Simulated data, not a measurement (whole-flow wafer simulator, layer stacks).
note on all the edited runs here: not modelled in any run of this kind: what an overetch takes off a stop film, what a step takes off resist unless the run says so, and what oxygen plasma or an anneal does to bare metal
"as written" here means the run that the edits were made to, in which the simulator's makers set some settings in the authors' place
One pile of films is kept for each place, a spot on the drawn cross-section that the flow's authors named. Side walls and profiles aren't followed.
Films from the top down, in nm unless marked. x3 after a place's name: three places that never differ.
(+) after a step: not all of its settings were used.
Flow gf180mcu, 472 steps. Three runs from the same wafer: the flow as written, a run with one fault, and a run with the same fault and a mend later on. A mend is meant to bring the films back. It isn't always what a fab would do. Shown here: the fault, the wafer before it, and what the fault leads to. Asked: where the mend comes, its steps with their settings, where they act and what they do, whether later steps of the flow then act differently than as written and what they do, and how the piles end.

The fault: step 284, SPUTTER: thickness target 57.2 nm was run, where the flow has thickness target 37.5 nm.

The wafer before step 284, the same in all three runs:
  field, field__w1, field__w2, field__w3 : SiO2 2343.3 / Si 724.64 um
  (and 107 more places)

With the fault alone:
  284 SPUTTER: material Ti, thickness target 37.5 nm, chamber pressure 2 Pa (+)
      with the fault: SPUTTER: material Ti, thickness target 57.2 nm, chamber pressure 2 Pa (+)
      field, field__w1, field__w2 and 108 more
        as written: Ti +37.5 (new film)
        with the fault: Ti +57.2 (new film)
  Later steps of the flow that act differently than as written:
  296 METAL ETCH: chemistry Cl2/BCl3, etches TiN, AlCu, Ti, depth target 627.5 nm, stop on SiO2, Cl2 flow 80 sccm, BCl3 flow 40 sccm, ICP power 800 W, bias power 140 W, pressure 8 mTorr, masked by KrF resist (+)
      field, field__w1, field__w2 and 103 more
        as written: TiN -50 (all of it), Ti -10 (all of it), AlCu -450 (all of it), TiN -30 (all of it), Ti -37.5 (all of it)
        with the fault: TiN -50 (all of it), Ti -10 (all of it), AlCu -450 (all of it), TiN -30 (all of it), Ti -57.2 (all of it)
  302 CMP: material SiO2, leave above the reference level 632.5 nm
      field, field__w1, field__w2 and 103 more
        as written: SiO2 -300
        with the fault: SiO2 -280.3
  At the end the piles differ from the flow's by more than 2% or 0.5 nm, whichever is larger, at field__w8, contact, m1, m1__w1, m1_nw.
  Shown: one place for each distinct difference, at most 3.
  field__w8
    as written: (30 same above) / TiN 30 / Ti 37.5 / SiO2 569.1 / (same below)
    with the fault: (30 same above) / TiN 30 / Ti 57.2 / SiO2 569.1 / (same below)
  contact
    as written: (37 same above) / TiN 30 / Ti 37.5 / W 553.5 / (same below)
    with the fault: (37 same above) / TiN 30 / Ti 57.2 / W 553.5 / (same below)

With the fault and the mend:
  The mend comes after step 284.
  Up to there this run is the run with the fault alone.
  284a METAL ETCH: chemistry Cl2/BCl3, etches TiN, AlCu, Ti, depth target 19.7 nm, Cl2 flow 80 sccm, BCl3 flow 40 sccm, ICP power 800 W, bias power 140 W, pressure 8 mTorr (the flow's step 260 once more, with other settings)
      field, field__w1, field__w2 and 108 more
        Ti -19.7
  No later step of the flow acts differently than as written at any place that is followed.
  At the end the piles are the same as the flow's at every place that both follow.
